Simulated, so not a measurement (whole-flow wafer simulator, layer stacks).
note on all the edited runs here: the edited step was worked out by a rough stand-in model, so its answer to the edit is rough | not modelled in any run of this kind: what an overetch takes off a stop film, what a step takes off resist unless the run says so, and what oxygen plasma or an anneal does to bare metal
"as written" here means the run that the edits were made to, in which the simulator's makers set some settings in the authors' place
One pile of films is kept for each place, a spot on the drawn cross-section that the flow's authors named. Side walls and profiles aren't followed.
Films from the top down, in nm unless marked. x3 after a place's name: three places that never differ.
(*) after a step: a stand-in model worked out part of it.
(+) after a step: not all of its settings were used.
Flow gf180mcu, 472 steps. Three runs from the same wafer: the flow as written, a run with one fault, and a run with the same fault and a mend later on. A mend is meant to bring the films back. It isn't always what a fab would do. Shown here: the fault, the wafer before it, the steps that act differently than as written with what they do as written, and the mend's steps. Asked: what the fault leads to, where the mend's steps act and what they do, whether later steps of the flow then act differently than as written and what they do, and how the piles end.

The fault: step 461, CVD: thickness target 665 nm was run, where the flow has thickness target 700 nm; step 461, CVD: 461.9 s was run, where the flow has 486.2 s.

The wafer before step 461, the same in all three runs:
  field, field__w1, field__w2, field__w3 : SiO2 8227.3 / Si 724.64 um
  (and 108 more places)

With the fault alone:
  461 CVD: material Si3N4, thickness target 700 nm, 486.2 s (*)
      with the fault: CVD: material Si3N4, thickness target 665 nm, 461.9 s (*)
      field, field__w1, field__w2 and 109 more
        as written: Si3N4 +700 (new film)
        with the fault: Si3N4 +665 (new film)
  Later steps of the flow that act differently than as written (4 more steps differ only slightly, by at most 2% or 0.5 nm, whichever is larger, and aren't shown):
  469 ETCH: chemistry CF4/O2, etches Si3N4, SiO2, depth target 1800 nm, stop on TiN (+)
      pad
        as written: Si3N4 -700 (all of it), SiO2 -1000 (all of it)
        with the fault: Si3N4 -665 (all of it), SiO2 -1000 (all of it)
  At the end the piles differ from the flow's by more than 2% or 0.5 nm, whichever is larger, at field, field__w1, field__w2 and 108 more.
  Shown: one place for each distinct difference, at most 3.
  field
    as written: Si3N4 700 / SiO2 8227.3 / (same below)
    with the fault: Si3N4 665 / SiO2 8227.3 / (same below)
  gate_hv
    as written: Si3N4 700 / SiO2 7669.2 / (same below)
    with the fault: Si3N4 665 / SiO2 7669.2 / (same below)
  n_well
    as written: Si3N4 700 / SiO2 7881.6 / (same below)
    with the fault: Si3N4 665 / SiO2 7881.6 / (same below)

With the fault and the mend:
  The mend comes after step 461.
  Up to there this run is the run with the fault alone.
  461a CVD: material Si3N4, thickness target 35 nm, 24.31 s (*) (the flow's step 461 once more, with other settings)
      field, field__w1, field__w2 and 109 more
        Si3N4 +35.1
  No later step of the flow acts differently than as written, at any place that is followed, by more than 2% or 0.5 nm, whichever is larger.
  At the end the piles differ from the flow's only slightly at the places that both follow, by at most 2% or 0.5 nm, whichever is larger.
